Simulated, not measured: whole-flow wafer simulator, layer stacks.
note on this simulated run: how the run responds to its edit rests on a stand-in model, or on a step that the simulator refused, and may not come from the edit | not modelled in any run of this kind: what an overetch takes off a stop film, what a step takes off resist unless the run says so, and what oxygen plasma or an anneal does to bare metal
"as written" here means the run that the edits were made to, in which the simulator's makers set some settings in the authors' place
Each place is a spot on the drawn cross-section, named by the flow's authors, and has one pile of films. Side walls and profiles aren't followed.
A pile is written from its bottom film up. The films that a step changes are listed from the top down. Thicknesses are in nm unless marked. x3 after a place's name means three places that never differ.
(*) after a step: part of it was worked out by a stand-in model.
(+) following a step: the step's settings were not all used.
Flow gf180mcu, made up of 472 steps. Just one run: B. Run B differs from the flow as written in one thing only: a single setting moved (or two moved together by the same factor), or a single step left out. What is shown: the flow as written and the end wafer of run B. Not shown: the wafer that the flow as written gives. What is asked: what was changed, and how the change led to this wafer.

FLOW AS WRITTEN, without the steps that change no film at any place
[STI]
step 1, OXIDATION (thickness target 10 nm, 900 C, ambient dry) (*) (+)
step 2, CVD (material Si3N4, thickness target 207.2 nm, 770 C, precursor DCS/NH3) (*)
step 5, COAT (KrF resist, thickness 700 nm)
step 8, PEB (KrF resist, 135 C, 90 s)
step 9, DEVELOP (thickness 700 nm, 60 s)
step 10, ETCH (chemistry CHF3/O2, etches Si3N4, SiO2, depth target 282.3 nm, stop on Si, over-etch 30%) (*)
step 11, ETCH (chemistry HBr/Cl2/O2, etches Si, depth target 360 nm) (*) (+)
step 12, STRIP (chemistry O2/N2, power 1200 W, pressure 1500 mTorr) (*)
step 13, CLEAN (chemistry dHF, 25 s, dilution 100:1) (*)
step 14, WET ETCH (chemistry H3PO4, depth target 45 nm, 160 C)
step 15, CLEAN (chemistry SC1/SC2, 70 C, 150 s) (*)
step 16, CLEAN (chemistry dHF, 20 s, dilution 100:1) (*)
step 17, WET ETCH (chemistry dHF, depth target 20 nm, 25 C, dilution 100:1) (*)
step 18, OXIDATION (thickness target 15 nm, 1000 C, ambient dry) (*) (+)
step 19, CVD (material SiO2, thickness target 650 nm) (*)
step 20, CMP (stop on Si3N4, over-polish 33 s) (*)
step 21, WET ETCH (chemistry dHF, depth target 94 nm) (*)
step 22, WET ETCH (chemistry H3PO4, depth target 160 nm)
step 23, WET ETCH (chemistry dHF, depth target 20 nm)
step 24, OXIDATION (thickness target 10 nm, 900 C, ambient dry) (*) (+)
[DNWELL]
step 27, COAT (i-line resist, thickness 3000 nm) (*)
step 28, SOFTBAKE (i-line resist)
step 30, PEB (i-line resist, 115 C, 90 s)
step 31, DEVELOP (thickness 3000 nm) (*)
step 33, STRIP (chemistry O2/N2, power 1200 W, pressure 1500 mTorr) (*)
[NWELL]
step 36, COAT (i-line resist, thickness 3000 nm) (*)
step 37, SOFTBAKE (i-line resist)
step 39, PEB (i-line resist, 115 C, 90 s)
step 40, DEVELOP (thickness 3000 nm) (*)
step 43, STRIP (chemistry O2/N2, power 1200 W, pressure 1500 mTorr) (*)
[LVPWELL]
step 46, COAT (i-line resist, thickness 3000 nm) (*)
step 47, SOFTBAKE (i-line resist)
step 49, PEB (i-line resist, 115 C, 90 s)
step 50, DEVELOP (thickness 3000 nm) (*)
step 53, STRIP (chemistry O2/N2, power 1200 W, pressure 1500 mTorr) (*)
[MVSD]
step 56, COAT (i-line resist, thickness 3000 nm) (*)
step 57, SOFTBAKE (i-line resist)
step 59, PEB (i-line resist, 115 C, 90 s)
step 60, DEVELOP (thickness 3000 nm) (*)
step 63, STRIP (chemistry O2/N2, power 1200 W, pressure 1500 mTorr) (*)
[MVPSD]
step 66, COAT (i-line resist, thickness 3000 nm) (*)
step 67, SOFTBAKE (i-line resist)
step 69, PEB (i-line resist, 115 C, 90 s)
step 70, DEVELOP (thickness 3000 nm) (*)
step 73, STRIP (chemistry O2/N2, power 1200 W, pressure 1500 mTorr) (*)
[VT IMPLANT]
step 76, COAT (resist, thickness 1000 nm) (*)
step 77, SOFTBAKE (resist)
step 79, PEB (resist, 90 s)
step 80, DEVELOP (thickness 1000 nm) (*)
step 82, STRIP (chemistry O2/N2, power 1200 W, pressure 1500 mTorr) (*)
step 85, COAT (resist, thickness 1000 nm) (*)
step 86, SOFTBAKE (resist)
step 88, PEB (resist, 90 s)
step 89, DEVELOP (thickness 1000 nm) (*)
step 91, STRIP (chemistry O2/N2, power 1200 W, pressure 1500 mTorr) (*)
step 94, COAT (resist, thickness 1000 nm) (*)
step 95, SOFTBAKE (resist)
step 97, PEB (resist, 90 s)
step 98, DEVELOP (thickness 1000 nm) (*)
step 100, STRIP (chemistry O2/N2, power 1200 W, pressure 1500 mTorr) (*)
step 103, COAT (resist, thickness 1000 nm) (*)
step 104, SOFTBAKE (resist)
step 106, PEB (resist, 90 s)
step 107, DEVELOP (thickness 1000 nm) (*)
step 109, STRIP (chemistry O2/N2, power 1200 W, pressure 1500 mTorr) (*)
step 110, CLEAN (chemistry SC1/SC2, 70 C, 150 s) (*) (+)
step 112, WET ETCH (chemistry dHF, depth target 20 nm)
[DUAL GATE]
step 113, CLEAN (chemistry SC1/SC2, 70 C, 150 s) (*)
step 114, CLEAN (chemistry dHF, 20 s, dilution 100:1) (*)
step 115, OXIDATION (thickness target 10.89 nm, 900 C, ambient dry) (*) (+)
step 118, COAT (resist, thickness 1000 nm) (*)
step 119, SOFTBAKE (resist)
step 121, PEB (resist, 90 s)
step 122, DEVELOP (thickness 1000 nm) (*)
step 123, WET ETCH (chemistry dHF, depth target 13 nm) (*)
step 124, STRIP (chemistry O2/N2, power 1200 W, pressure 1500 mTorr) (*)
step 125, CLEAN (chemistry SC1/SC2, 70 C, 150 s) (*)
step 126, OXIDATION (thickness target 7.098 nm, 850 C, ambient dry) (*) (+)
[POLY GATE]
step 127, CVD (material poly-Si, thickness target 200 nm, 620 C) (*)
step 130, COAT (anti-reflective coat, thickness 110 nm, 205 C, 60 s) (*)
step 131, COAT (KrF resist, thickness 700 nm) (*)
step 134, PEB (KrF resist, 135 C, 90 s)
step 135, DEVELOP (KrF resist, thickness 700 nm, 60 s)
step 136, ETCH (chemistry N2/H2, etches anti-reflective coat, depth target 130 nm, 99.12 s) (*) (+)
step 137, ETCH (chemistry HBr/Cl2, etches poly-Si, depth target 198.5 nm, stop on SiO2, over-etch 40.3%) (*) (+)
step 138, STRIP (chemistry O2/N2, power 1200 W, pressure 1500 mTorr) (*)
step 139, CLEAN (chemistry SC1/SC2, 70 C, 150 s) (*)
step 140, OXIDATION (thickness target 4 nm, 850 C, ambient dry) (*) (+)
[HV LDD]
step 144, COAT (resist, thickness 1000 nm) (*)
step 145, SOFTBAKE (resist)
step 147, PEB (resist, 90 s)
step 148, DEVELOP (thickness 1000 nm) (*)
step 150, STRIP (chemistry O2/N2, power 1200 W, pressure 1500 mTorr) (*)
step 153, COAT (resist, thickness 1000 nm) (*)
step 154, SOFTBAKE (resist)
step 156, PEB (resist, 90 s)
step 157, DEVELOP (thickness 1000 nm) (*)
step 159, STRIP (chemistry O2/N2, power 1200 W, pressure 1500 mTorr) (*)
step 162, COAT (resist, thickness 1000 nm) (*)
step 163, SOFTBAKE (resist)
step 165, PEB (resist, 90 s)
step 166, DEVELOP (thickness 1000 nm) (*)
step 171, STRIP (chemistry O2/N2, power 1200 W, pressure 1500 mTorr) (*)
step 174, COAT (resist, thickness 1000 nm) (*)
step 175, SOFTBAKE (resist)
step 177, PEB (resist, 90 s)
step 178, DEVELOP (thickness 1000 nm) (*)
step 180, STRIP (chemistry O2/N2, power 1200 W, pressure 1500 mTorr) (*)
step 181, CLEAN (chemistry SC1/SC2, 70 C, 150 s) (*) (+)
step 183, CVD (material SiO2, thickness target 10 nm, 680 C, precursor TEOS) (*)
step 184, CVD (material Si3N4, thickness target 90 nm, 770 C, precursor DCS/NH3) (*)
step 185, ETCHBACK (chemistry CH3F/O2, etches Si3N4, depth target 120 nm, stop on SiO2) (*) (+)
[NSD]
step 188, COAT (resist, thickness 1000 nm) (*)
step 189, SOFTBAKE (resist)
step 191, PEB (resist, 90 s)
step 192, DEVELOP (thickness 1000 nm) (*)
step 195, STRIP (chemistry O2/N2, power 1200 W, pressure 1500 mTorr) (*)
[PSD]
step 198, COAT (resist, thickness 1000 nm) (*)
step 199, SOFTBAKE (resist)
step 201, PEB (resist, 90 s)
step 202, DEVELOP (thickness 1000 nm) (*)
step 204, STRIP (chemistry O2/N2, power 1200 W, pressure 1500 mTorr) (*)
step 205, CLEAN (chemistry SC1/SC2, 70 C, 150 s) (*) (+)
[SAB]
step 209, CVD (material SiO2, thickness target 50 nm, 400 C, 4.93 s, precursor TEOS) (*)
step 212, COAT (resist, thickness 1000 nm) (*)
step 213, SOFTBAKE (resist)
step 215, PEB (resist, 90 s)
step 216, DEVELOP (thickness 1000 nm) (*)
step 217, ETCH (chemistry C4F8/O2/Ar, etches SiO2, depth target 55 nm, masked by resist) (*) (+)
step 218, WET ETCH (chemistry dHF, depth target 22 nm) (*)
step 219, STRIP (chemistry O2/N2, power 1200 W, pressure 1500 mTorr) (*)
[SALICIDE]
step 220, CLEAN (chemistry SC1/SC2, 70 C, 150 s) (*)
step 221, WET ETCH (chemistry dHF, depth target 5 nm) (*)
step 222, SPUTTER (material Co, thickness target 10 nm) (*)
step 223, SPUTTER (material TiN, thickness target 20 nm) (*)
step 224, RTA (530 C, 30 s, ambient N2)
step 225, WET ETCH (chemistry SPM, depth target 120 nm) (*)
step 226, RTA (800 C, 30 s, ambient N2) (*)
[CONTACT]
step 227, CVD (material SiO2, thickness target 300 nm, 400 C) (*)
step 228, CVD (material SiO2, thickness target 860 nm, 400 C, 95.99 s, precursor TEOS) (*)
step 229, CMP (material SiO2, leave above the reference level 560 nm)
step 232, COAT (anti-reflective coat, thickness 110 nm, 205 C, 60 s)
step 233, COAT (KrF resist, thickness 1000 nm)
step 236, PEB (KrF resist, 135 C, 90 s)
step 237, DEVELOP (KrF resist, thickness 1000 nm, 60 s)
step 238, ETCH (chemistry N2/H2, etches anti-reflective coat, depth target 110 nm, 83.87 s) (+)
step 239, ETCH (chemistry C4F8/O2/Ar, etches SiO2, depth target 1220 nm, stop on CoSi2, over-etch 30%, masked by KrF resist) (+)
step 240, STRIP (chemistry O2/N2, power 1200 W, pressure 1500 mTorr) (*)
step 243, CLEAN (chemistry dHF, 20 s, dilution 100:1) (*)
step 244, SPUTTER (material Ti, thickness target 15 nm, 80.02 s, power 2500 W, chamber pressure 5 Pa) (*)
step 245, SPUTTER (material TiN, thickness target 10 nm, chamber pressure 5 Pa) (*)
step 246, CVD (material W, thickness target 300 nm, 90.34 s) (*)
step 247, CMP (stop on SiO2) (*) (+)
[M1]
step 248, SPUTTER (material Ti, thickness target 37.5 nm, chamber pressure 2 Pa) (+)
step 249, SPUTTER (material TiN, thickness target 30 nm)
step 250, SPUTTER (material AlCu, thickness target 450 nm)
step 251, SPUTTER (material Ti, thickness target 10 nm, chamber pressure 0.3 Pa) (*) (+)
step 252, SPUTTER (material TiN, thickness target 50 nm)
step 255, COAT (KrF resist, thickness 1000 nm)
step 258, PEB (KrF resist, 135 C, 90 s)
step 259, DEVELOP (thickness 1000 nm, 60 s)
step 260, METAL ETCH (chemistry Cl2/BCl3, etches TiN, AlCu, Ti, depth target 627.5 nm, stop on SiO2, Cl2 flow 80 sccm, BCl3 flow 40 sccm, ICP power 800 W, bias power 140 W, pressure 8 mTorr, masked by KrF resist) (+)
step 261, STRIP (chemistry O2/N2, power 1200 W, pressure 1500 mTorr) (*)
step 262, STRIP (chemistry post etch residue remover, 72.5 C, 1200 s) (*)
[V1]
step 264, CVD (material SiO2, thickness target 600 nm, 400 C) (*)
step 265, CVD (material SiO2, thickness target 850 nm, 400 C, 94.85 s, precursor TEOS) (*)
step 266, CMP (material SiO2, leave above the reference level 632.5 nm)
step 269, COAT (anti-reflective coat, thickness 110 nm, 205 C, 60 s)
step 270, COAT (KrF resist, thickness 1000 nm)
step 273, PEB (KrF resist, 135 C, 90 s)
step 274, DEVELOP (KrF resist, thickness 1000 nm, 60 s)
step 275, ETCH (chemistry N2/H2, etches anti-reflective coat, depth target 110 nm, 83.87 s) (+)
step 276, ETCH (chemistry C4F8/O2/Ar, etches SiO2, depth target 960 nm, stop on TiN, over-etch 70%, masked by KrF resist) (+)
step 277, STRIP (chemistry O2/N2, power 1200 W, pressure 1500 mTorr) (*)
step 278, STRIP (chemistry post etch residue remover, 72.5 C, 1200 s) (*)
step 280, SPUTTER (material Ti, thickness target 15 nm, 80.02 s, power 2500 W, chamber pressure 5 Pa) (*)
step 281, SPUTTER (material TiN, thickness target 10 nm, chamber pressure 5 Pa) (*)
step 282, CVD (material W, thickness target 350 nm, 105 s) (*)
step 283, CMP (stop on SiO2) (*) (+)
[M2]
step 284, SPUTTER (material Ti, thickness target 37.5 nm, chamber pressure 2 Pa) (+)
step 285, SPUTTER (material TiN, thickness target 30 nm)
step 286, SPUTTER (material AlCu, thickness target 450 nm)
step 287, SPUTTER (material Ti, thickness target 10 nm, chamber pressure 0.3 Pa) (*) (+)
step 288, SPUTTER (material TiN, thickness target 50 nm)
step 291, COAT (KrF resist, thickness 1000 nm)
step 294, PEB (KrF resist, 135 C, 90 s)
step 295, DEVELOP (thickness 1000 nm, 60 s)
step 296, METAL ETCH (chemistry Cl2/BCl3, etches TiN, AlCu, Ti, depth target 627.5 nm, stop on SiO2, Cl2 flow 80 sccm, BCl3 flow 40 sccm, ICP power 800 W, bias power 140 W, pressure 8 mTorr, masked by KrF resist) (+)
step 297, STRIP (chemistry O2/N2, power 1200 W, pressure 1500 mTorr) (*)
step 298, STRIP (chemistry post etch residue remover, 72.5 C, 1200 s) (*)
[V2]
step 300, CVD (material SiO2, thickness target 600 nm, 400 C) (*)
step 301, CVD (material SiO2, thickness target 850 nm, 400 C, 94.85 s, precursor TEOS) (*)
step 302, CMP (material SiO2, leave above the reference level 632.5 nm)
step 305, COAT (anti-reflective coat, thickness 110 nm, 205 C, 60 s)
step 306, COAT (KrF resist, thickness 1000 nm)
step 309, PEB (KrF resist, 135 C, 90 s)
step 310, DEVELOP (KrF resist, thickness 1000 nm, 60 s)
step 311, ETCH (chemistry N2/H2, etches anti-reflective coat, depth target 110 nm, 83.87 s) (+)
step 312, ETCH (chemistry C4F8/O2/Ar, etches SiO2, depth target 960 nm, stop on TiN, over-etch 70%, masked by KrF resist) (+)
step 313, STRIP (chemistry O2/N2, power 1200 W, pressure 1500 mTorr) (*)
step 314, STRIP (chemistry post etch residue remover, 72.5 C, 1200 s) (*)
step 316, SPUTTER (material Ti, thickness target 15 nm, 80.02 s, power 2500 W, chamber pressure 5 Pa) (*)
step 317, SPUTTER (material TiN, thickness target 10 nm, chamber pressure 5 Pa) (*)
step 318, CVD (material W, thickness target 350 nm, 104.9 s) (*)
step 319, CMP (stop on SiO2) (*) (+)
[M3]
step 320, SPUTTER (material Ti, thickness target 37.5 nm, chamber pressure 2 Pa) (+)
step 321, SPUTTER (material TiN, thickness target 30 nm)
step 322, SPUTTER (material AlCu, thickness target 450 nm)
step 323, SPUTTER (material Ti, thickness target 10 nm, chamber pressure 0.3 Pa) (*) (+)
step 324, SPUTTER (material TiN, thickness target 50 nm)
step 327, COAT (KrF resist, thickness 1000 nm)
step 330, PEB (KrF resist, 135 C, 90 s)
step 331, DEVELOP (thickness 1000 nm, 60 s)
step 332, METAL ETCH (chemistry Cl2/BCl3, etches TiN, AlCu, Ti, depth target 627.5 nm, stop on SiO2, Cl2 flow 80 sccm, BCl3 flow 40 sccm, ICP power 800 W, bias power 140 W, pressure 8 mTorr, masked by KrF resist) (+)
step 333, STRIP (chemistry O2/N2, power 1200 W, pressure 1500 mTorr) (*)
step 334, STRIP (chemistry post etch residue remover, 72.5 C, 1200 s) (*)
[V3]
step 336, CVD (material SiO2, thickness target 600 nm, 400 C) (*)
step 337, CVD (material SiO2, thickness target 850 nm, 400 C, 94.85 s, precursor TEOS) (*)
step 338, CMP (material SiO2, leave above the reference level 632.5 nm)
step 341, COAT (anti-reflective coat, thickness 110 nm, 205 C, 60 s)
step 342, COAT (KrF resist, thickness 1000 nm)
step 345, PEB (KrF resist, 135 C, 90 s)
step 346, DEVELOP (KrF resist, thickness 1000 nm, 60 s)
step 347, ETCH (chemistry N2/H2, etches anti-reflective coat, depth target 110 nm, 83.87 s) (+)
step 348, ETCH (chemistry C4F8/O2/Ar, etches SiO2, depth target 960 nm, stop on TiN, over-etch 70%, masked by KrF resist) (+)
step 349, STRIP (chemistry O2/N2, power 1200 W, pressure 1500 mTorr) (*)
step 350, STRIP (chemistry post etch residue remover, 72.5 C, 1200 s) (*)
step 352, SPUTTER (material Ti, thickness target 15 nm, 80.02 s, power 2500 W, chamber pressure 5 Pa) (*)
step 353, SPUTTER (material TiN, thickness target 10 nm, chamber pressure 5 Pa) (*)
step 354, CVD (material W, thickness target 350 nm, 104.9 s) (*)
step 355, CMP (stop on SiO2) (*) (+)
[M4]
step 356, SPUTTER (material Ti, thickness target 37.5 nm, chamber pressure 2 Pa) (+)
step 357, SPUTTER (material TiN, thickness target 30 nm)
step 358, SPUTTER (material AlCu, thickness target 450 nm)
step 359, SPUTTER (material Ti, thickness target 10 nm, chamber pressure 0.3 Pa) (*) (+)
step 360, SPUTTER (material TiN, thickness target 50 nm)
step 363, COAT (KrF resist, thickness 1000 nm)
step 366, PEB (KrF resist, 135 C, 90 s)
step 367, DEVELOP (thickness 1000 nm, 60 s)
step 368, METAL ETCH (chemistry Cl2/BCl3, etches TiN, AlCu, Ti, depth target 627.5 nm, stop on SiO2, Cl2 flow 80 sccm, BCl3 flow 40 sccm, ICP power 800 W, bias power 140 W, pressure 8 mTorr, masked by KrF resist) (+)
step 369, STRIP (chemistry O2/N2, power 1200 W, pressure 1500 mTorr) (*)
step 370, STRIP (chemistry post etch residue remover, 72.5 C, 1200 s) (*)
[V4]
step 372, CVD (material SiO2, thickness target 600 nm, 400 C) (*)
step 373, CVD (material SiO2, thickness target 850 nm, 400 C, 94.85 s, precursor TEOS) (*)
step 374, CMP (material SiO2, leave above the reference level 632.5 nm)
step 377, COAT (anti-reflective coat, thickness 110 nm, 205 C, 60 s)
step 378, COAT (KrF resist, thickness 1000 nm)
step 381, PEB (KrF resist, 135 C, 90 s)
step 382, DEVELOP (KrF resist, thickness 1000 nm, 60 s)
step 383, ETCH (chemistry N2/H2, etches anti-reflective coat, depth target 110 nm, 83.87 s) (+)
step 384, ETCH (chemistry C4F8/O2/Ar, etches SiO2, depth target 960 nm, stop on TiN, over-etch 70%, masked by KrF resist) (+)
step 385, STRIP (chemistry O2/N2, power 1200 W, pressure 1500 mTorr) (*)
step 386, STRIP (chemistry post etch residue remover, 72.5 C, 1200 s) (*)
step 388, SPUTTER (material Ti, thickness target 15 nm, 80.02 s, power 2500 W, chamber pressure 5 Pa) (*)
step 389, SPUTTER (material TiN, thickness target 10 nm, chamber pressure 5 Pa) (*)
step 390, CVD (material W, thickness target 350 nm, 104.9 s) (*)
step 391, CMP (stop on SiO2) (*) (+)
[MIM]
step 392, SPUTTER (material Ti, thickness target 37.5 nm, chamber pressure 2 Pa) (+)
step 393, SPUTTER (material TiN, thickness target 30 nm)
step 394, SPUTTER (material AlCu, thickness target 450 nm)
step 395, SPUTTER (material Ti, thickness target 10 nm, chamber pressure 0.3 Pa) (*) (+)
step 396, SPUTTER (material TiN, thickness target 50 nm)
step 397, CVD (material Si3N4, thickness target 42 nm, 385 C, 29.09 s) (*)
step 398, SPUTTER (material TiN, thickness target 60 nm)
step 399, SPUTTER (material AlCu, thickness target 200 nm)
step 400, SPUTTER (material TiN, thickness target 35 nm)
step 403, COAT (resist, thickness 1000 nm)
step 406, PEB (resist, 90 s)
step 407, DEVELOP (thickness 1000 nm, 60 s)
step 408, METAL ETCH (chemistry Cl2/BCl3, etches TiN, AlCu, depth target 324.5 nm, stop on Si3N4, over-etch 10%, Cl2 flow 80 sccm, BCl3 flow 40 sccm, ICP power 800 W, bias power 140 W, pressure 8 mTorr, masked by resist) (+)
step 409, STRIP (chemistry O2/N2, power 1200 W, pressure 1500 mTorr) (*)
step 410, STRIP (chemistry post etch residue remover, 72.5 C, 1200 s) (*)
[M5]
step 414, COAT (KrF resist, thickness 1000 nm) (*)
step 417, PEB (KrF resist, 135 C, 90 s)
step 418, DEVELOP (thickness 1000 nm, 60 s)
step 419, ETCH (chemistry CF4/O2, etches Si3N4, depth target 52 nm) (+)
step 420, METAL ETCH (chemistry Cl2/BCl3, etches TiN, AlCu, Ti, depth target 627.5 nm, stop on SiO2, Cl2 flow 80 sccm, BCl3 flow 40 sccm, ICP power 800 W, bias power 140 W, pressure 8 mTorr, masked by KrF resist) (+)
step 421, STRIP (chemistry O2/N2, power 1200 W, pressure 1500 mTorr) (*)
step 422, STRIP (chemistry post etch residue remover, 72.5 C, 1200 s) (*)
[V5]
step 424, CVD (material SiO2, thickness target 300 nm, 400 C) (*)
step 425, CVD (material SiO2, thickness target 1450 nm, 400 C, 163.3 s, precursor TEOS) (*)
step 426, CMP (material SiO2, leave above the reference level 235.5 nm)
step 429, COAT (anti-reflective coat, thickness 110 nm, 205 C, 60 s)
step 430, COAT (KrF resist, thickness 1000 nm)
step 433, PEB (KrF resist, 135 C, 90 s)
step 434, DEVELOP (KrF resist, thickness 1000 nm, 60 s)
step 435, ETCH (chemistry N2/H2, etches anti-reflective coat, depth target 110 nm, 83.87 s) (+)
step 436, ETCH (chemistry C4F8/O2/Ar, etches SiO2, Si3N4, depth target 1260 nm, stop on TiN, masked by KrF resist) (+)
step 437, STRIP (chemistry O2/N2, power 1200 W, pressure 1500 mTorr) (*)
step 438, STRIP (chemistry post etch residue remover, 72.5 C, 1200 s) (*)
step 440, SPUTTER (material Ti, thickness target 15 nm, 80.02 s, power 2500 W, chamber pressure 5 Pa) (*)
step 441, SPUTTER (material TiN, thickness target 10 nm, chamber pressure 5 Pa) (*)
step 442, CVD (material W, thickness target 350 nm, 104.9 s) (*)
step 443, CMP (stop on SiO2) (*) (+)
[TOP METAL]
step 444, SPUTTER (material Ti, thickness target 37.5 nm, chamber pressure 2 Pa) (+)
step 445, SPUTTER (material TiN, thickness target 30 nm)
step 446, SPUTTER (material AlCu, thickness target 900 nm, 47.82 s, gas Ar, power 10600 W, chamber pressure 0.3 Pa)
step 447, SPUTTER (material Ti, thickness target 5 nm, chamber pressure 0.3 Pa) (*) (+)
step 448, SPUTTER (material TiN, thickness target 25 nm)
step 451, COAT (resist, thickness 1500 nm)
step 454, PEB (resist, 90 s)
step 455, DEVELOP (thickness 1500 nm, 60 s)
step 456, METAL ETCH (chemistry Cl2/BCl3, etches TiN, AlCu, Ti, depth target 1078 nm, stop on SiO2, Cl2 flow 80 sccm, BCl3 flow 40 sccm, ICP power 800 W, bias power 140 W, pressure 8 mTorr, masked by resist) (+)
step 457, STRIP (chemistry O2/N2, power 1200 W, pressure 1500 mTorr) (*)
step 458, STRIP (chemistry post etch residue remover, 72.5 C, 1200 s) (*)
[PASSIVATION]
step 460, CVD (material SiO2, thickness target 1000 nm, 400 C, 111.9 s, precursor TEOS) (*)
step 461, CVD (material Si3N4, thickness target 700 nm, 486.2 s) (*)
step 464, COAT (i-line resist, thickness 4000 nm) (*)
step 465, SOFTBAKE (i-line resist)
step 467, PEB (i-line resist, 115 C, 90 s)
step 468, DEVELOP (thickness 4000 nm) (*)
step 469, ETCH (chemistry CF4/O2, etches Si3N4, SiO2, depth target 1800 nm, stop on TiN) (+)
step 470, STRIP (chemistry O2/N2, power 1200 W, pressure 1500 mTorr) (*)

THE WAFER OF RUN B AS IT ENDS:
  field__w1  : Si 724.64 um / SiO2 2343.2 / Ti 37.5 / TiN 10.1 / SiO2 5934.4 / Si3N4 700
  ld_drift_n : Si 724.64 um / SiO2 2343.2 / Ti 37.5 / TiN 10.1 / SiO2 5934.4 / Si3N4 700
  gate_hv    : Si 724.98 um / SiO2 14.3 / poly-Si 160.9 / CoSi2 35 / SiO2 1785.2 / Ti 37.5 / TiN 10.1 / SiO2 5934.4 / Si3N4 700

What caused this: step 286, SPUTTER: thickness target 548 nm was run, though the flow has thickness target 450 nm.

Step by step, how the change led to this:
  step 286, SPUTTER (material AlCu, thickness target 450 nm)
      field, field__w1, field__w2 and 108 more: +548 AlCu (new film) (it would be, as written: +450 AlCu (new film))
  step 296, METAL ETCH (chemistry Cl2/BCl3, etches TiN, AlCu, Ti, depth target 627.5 nm, stop on SiO2, Cl2 flow 80 sccm, BCl3 flow 40 sccm, ICP power 800 W, bias power 140 W, pressure 8 mTorr, masked by KrF resist) (+)
      field, field__w1, field__w2 and 103 more: -50 TiN (all of it), -10 Ti (all of it), -548 AlCu (all of it), -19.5 TiN (it would be, as written: -50 TiN (all of it), -10 Ti (all of it), -450 AlCu (all of it), -30 TiN (all of it), -37.5 Ti (all of it))
  step 300, CVD (material SiO2, thickness target 600 nm, 400 C) (*)
      field, field__w1, field__w2 and 103 more: +600 SiO2 (new film) (it would be, as written: +600 SiO2)
  step 302, CMP (material SiO2, leave above the reference level 632.5 nm)
      field, field__w1, field__w2 and 103 more: -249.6 SiO2 (it would be, as written: -300 SiO2)
Taking metal films that touch as one body, field__w1 has 1 body; the flow as written gives 0 bodies.
Taking metal films that touch as one body, ld_drift_n has 1 body; the flow as written gives 0 bodies.
Taking metal films that touch as one body, gate_hv has 2 bodies (between them, from the top down: SiO2 1785.2); the flow as written gives 1 body.
